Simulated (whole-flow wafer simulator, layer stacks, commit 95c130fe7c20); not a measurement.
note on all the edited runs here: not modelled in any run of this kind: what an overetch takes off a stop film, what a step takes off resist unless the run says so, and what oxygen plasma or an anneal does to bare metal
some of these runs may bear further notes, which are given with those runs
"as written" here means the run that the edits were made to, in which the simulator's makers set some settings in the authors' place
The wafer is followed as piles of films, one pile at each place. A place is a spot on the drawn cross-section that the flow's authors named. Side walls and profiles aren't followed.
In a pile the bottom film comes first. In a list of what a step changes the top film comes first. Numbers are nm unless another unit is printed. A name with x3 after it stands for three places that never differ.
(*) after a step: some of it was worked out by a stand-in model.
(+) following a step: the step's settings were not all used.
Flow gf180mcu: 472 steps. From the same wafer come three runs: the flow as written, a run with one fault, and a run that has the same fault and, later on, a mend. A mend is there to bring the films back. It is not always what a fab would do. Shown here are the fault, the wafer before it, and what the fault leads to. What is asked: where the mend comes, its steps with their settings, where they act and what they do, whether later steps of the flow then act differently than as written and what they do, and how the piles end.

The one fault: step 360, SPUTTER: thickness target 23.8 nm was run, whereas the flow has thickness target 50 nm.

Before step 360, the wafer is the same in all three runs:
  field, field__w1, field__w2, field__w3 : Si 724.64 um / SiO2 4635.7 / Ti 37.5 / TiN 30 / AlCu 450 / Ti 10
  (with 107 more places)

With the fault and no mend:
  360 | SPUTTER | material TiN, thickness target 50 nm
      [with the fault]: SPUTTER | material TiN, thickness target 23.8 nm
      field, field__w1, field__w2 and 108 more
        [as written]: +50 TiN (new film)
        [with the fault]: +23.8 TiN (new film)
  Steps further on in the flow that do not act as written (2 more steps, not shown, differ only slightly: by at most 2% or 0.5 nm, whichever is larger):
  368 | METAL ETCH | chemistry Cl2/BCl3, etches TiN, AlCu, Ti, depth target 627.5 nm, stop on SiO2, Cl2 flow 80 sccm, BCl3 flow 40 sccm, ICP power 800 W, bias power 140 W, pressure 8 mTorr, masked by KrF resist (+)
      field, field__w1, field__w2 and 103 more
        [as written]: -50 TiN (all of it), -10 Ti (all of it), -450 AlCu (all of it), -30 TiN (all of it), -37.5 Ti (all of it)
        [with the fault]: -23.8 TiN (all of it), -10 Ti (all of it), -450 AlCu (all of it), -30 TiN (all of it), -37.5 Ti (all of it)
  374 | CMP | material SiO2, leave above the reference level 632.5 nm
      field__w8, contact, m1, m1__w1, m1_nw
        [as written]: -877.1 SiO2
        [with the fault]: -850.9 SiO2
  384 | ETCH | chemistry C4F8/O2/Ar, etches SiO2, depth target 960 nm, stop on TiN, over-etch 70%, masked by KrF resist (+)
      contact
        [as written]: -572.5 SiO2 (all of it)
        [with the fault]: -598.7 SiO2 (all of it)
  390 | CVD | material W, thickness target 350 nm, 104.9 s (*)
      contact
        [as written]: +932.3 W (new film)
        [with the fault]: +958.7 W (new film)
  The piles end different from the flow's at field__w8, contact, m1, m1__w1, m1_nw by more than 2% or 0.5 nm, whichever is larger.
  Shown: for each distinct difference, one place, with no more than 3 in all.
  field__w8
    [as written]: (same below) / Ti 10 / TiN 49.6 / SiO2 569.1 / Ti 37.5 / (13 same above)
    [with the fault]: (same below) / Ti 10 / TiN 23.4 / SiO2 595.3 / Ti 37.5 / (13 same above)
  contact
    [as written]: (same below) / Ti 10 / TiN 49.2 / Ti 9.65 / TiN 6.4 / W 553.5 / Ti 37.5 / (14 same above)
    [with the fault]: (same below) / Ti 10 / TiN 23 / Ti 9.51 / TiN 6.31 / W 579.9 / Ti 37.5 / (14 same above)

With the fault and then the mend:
  After step 367 comes the mend.
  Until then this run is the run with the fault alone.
  367a | STRIP | chemistry O2/N2, power 2160 W, pressure 1700 mTorr (*)
      field__w8, contact, m1, m1__w1, m1_nw
        -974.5 KrF resist (all of it)
  367b | SPUTTER | material TiN, thickness target 26.2 nm (a further turn of the flow's step 360, with different settings)
      field, field__w1, field__w2 and 108 more
        +26.2 TiN
  367c | HMDS | 120 C, 60 s (a further turn of the flow's step 362)
      does not change any film at any place that is followed
  367d | COAT | KrF resist, thickness 1000 nm (a further turn of the flow's step 363)
      field, field__w1, field__w2 and 108 more
        +1000 KrF resist (new film)
  367e | SOFTBAKE | KrF resist (a further turn of the flow's step 364)
      does not change any film at any place that is followed
  367f | EXPOSE | photomask Metal4 (a further turn of the flow's step 365)
      does not change any film at any place that is followed
  367g | PEB | KrF resist, 135 C, 90 s (a further turn of the flow's step 366)
      field, field__w1, field__w2 and 108 more
        -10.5 KrF resist
  367h | DEVELOP | thickness 1000 nm, 60 s (a further turn of the flow's step 367)
      field, field__w1, field__w2 and 103 more
        -989.5 KrF resist (all of it)
      field__w8, contact, m1, m1__w1, m1_nw
        -14.9 KrF resist
  Every later step of the flow that is run acts as written at every place that is followed.
  The piles end the same as the flow's at every place that both follow.
